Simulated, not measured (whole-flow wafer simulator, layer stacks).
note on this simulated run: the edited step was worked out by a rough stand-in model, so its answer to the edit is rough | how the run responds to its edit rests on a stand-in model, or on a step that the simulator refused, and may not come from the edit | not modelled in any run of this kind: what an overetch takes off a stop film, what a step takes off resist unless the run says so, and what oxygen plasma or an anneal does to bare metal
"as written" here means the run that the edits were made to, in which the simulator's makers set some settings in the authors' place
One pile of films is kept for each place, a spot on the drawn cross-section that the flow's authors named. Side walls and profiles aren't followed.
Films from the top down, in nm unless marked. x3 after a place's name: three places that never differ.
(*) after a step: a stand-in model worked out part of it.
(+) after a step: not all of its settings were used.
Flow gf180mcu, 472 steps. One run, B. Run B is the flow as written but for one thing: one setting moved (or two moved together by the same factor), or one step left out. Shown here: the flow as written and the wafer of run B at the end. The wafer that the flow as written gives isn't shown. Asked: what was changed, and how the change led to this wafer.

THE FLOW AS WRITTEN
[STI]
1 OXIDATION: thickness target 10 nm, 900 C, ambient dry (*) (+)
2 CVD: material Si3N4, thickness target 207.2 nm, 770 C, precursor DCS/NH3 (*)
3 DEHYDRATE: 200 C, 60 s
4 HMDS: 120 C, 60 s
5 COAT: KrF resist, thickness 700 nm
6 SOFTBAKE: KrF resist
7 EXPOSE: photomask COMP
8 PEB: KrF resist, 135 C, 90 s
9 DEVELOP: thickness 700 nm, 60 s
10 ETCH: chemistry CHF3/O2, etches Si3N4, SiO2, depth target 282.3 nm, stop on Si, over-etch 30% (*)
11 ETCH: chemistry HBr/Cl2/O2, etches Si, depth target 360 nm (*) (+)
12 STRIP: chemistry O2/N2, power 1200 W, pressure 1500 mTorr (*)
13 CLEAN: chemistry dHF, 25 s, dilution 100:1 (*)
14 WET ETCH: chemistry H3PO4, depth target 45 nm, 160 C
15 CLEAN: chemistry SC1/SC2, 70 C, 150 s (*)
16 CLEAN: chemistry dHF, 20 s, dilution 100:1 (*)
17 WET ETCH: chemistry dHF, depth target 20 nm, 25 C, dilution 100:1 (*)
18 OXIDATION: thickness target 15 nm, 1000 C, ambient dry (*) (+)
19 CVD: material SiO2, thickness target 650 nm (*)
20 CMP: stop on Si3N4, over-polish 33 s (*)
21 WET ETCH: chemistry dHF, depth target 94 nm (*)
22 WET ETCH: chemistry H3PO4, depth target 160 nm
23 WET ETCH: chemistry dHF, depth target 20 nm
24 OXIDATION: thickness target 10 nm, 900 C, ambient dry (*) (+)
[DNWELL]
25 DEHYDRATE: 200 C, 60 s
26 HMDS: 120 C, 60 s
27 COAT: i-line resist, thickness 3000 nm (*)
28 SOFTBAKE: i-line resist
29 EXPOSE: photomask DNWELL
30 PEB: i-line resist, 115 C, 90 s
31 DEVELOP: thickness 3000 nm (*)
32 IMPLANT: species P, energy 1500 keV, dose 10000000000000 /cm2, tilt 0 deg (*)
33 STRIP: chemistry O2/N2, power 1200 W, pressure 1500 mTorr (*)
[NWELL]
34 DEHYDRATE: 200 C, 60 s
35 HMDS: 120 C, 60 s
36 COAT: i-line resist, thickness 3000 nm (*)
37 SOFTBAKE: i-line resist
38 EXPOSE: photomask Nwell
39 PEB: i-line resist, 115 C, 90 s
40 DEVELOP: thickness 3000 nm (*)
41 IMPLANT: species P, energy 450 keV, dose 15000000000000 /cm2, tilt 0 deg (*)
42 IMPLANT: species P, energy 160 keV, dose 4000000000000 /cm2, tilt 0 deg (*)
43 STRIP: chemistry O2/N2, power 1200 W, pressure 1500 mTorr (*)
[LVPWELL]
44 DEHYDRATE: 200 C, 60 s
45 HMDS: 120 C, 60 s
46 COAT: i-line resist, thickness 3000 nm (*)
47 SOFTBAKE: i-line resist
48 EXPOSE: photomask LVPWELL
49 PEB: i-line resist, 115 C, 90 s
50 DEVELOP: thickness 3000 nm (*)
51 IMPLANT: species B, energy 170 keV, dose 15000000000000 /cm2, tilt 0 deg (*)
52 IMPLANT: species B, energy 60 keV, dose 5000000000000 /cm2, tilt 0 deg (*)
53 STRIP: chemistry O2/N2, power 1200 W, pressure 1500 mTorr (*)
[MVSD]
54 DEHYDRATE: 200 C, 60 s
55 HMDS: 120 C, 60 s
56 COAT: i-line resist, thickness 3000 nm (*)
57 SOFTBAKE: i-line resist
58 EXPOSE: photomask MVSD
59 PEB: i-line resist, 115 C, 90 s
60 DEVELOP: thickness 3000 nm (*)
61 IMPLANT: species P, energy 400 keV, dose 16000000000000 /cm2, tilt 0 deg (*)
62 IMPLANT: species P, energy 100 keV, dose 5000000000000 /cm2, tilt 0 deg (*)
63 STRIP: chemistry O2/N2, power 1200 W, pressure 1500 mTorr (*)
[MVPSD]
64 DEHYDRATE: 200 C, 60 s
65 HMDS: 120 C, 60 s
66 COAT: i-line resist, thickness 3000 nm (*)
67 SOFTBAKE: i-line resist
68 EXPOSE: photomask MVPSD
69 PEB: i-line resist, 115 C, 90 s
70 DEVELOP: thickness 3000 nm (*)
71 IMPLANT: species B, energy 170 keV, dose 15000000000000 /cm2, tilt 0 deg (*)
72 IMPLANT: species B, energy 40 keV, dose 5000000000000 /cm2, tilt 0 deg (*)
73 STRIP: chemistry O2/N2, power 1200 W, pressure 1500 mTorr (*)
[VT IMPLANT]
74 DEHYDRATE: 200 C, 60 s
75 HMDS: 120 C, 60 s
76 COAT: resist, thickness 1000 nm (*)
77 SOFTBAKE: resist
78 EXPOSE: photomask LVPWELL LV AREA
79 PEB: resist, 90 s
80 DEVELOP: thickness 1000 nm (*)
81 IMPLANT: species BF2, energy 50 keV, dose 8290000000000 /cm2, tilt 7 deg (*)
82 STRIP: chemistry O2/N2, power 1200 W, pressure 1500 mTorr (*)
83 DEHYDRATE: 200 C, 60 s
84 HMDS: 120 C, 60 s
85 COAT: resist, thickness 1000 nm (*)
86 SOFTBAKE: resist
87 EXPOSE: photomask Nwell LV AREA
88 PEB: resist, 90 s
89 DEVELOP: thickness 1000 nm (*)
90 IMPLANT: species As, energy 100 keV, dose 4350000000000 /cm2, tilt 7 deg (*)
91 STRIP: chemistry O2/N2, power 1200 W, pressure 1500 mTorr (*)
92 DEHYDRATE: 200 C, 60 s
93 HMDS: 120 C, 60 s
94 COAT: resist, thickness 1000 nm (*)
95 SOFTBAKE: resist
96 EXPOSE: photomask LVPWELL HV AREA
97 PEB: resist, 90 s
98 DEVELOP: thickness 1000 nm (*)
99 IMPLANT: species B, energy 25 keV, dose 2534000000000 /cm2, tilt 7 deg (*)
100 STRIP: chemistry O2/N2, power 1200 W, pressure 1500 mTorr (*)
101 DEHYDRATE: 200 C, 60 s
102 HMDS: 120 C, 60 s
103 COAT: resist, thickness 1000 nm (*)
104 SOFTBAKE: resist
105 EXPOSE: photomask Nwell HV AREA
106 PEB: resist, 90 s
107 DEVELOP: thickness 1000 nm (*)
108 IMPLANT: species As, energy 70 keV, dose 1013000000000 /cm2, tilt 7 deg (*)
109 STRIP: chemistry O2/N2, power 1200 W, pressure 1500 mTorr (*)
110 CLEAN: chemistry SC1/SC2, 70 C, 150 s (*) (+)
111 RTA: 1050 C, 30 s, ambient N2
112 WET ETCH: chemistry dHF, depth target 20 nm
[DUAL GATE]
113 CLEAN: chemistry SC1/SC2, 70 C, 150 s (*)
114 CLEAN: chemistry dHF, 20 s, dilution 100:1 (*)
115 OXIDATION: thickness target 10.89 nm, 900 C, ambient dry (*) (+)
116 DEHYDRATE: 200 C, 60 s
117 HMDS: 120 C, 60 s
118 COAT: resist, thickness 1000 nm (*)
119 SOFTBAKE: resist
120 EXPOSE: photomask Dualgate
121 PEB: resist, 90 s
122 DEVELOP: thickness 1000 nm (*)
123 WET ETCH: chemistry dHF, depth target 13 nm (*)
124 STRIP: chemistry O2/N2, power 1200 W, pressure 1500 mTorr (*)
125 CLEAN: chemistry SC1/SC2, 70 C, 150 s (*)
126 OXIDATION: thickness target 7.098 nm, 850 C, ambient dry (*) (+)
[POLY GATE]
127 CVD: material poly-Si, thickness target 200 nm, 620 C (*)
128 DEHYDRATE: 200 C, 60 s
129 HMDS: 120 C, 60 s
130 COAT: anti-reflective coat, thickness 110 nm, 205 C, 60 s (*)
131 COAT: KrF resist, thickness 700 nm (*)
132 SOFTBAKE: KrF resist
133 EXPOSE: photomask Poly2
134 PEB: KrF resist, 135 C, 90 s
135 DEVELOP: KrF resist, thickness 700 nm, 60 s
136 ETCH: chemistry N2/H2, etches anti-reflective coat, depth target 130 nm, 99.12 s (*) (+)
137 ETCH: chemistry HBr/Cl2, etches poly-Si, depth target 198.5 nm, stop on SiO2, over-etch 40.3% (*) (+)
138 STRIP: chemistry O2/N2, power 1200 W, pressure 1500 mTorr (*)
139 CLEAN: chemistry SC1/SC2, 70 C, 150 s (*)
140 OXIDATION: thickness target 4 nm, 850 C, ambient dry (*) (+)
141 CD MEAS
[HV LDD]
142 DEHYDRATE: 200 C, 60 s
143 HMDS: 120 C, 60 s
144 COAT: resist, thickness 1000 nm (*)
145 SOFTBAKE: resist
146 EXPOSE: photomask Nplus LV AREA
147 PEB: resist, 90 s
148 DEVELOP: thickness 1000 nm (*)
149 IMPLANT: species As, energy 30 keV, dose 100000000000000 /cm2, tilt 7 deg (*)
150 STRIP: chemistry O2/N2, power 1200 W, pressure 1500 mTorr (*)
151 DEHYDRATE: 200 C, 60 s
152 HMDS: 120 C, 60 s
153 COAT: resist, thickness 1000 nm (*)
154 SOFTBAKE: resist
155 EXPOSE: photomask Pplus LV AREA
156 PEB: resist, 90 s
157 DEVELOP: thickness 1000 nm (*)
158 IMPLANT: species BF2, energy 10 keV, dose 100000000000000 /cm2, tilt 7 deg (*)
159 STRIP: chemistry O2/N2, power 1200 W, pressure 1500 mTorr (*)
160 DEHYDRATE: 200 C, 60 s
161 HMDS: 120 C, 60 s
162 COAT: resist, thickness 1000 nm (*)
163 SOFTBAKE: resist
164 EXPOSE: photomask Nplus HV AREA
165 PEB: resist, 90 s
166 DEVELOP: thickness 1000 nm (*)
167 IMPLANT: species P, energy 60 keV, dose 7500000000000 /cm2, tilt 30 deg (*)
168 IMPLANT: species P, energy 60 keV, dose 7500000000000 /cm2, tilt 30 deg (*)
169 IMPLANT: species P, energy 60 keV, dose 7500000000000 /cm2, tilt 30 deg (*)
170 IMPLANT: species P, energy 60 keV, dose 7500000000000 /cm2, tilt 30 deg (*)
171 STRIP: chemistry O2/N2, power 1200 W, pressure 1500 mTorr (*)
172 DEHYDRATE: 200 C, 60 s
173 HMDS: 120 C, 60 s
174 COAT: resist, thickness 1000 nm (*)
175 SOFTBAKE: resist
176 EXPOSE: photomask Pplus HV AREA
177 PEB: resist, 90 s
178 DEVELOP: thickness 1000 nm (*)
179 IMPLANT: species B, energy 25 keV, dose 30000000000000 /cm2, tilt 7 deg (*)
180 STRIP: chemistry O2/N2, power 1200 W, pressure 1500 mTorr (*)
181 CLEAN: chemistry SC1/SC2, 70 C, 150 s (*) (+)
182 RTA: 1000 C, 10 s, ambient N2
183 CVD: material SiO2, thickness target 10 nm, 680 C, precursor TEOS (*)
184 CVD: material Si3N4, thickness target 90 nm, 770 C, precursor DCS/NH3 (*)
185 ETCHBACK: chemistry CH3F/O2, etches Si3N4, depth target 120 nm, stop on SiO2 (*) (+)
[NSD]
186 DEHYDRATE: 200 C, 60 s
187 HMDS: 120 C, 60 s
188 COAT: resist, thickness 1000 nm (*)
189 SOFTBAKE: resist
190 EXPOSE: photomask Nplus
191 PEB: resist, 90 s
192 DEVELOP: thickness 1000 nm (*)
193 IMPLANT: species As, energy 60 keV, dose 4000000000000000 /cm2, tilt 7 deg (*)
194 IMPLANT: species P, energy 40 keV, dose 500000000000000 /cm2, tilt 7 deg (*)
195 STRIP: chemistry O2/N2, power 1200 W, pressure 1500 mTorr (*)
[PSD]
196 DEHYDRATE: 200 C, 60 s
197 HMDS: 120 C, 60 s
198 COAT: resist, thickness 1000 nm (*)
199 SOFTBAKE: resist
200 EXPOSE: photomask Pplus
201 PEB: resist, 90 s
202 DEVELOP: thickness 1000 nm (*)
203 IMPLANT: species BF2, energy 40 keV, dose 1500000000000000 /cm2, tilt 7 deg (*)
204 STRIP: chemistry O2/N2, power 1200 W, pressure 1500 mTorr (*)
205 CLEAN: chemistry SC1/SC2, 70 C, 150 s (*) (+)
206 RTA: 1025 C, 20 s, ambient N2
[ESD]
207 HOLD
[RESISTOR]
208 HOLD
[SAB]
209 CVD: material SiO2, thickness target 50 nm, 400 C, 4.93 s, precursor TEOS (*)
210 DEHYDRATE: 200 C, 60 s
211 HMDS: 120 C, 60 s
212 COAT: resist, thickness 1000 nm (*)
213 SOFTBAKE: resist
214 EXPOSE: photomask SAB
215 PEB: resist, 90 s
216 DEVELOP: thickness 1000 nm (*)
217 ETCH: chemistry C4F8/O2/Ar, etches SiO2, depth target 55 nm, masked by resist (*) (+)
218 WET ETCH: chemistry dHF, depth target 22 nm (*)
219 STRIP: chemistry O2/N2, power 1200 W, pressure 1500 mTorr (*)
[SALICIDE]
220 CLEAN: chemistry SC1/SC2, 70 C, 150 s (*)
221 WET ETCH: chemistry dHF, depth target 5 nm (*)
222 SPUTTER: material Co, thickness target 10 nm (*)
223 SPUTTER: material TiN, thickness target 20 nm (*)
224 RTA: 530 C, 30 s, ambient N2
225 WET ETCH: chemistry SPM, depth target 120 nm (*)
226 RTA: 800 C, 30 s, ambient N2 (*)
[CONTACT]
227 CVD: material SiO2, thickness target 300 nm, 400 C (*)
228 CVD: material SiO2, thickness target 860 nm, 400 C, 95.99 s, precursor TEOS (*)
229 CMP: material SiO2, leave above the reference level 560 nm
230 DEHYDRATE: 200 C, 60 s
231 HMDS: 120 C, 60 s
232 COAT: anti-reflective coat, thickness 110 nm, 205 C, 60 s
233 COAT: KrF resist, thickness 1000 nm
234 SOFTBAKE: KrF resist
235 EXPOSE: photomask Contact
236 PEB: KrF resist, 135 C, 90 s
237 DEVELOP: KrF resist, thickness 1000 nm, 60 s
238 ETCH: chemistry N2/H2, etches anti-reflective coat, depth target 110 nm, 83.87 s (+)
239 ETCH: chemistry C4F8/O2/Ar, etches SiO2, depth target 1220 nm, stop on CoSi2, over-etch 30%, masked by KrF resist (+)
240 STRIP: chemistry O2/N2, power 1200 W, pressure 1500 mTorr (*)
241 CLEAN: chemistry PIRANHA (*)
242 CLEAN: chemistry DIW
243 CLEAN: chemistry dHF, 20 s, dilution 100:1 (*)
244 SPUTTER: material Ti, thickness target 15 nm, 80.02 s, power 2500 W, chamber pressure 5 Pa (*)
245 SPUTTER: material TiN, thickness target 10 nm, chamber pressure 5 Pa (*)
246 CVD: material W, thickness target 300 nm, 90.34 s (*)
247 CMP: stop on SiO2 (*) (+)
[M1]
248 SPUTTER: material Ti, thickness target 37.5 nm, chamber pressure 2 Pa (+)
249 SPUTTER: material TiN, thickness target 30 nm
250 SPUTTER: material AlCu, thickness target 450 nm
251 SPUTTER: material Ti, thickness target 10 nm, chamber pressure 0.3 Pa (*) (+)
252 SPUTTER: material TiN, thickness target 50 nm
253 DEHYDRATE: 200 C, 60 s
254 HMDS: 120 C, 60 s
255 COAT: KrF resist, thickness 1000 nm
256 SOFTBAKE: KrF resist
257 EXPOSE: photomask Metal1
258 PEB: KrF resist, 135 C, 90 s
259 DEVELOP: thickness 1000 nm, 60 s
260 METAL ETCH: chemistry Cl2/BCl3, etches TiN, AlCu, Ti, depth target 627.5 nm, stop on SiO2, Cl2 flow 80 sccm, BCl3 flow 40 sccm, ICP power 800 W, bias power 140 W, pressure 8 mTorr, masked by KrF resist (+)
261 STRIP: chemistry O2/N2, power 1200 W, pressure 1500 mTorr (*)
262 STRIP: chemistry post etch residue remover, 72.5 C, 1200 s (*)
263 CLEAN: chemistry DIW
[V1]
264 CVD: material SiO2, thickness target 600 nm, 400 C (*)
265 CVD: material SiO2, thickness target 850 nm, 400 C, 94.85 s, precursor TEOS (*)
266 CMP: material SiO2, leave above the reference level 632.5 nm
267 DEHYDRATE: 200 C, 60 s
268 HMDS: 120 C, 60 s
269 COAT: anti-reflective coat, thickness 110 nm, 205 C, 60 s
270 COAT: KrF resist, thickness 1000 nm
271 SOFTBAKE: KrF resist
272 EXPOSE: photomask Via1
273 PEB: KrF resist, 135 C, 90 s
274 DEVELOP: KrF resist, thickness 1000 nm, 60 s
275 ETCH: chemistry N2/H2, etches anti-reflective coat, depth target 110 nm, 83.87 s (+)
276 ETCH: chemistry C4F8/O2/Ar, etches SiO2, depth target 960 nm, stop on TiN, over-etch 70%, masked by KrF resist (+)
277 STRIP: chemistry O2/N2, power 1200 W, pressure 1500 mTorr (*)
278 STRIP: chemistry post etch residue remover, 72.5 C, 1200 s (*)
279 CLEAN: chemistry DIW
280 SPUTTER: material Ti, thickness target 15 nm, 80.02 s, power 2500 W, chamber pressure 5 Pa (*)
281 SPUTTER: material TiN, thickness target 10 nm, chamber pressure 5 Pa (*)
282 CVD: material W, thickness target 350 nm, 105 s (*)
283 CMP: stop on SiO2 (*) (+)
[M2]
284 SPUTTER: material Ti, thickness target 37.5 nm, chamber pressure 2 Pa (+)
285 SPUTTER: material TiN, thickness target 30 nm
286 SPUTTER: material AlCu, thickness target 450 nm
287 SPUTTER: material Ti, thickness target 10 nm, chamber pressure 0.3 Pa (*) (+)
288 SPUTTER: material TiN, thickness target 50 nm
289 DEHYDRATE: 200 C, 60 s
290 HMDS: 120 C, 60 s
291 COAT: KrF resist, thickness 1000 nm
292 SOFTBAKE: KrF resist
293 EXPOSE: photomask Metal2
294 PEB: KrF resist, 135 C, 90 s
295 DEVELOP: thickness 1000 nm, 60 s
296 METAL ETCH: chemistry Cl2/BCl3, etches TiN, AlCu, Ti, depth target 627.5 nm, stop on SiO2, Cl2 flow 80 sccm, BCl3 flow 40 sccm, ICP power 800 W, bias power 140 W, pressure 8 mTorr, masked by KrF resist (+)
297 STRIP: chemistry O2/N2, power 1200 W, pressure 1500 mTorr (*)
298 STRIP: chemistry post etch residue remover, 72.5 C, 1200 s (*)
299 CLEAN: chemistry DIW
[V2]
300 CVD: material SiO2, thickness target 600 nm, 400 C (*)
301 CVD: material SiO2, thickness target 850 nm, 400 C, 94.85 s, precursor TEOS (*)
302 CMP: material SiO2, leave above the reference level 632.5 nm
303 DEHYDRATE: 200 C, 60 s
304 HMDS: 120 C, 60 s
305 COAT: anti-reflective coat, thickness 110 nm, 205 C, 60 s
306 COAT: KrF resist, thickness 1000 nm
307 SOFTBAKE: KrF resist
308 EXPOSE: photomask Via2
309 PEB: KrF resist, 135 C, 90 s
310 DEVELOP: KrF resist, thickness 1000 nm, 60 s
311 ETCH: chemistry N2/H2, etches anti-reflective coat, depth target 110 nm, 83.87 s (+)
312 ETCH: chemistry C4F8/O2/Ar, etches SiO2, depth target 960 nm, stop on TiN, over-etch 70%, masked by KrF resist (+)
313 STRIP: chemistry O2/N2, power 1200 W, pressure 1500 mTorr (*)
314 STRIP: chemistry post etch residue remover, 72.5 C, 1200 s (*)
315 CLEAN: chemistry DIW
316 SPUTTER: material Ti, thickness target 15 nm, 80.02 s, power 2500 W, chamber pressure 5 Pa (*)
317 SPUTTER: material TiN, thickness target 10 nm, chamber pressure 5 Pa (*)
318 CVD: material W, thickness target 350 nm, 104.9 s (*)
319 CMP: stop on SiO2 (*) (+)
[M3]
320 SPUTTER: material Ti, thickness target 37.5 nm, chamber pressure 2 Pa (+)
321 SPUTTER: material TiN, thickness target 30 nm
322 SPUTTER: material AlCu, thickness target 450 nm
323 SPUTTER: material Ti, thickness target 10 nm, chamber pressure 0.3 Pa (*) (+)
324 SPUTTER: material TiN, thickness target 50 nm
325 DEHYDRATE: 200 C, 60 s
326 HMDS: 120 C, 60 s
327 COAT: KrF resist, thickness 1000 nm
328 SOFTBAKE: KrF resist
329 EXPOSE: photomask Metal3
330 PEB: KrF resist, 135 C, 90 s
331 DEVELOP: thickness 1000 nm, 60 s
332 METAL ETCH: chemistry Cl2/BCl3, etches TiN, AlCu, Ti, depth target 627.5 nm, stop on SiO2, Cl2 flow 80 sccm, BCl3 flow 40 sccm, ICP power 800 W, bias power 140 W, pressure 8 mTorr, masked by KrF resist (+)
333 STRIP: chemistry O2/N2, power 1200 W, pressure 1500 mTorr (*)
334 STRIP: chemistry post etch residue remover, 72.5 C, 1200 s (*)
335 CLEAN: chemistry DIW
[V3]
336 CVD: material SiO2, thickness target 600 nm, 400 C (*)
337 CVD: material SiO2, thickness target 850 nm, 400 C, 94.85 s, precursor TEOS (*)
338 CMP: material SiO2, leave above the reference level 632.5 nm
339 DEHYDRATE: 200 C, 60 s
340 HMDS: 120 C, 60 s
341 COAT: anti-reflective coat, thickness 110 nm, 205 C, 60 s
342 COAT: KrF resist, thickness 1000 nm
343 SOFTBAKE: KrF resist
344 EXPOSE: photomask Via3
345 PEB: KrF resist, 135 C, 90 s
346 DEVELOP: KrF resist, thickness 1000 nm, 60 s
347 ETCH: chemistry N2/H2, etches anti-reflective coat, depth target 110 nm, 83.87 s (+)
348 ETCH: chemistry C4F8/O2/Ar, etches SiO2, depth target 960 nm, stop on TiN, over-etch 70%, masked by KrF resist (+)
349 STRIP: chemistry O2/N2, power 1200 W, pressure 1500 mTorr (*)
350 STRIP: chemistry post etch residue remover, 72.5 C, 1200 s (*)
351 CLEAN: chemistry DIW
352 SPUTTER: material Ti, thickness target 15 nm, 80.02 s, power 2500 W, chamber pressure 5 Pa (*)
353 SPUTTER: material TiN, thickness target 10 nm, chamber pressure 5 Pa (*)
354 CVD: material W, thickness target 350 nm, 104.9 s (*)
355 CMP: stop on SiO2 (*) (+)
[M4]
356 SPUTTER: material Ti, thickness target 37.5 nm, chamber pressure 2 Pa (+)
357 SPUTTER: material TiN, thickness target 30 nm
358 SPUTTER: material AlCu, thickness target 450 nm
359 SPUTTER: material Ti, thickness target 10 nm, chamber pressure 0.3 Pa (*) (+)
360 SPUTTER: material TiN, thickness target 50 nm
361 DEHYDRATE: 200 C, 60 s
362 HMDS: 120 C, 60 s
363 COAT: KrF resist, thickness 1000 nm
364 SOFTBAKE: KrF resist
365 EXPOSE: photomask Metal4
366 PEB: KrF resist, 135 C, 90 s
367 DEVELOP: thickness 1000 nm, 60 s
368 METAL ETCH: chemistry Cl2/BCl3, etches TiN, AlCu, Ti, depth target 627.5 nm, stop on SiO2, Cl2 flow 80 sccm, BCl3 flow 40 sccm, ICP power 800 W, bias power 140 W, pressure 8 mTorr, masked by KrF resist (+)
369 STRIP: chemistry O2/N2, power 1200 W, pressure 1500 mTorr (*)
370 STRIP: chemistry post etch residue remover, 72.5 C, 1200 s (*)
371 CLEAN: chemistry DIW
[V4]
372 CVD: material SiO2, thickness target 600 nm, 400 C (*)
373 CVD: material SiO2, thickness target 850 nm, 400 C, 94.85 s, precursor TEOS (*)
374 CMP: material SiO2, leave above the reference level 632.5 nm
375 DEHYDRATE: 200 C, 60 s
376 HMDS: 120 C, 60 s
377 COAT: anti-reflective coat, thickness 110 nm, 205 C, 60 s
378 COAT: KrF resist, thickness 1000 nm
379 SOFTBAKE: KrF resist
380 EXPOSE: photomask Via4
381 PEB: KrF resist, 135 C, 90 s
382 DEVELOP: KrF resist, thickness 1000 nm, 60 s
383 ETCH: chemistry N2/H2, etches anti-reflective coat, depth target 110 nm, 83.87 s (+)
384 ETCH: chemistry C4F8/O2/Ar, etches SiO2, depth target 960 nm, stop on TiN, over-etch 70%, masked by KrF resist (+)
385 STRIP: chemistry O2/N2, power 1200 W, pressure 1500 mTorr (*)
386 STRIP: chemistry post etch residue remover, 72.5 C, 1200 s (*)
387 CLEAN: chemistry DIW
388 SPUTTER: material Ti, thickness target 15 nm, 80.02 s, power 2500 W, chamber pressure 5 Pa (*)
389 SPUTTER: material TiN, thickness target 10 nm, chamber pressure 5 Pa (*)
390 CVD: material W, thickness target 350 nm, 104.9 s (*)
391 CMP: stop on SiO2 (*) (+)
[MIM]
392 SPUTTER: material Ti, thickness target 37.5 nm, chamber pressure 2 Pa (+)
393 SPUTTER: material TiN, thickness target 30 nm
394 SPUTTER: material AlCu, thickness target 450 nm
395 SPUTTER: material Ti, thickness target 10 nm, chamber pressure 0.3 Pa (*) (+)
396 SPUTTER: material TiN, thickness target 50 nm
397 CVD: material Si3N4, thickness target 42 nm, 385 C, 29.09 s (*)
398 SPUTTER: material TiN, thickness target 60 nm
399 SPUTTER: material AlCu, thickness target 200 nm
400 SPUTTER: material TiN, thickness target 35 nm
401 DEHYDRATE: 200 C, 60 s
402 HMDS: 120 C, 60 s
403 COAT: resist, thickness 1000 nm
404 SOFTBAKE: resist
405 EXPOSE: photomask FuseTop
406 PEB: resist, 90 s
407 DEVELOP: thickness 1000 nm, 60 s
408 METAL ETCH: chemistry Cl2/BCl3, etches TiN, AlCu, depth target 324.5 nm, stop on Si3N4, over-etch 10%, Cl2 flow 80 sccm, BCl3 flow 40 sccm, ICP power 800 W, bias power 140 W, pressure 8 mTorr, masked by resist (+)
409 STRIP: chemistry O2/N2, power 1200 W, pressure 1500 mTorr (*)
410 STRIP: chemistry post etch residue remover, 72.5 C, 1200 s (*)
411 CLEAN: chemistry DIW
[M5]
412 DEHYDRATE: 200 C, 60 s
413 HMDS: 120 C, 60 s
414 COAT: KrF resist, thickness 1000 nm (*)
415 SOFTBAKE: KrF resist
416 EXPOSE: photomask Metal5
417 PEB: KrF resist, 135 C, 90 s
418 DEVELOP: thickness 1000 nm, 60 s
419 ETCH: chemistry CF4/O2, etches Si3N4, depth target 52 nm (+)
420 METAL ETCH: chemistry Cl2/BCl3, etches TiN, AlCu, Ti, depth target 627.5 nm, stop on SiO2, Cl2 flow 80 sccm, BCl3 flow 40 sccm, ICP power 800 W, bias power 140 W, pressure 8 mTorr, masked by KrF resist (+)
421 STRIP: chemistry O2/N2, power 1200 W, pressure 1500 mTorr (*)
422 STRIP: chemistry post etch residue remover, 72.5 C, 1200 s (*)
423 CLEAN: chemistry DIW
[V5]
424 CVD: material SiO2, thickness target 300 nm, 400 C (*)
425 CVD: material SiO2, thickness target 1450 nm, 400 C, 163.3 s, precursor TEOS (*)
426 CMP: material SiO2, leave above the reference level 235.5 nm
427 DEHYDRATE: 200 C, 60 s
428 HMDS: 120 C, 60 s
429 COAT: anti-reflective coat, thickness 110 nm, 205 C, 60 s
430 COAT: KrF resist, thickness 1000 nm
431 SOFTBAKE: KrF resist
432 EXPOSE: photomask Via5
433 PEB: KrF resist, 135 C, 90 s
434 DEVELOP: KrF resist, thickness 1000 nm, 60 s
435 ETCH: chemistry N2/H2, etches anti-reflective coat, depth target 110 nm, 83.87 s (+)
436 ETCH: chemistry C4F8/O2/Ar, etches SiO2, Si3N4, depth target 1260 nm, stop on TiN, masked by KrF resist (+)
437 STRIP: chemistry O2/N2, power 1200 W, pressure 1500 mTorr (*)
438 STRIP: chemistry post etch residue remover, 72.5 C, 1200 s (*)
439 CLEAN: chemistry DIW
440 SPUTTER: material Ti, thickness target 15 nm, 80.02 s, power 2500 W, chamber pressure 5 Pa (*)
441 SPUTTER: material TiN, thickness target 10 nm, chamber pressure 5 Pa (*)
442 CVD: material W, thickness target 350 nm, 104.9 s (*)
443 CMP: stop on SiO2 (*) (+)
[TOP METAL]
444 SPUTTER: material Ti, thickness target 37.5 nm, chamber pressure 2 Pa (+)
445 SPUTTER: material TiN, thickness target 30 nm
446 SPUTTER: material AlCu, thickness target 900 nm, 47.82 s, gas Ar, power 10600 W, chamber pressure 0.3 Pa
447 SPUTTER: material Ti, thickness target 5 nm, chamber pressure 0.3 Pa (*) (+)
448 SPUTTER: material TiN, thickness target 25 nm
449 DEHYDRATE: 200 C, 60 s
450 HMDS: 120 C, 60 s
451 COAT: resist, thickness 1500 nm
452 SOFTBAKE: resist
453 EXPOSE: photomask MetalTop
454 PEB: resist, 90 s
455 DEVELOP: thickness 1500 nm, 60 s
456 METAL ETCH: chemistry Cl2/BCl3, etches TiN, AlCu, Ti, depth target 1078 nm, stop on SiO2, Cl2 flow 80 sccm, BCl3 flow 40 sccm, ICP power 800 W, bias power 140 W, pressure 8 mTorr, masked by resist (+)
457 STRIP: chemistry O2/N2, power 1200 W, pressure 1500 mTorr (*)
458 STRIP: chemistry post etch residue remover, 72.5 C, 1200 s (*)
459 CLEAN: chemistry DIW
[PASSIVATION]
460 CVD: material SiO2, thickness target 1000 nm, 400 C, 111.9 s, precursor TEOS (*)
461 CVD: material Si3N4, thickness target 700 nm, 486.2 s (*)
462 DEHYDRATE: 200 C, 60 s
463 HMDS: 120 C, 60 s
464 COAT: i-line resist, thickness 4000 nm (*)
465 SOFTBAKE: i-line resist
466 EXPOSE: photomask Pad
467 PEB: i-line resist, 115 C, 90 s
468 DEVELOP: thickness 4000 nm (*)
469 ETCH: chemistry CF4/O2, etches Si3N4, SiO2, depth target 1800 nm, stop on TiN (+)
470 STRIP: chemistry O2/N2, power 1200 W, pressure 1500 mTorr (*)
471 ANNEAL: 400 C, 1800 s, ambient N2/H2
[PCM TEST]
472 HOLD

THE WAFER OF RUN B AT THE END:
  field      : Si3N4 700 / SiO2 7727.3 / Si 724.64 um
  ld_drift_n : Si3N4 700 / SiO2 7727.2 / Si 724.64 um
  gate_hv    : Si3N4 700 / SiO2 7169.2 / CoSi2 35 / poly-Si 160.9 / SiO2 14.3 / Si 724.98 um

The cause: step 460, CVD: thickness target 500 nm was run, where the flow has thickness target 1000 nm.

How the change led to this, step by step:
  460 CVD: material SiO2, thickness target 1000 nm, 400 C, 111.9 s, precursor TEOS (*)
      field, field__w1, field__w2 and 103 more: SiO2 +500 (as written it would be: SiO2 +1000)
      field__w8, contact, m1, m1__w1, pad, m1_nw: SiO2 +500 (new film) (as written it would be: SiO2 +1000 (new film))
  465 SOFTBAKE: i-line resist
      field__w5, field__w9: i-line resist +30 (as written it would be: i-line resist +37.3)
      field__w11, field__w13: i-line resist +31 (as written it would be: i-line resist +37.9)
      (and at 57 more places)
  469 ETCH: chemistry CF4/O2, etches Si3N4, SiO2, depth target 1800 nm, stop on TiN (+)
      pad: Si3N4 -700 (all of it), SiO2 -500 (all of it) (as written it would be: Si3N4 -700 (all of it), SiO2 -1000 (all of it))
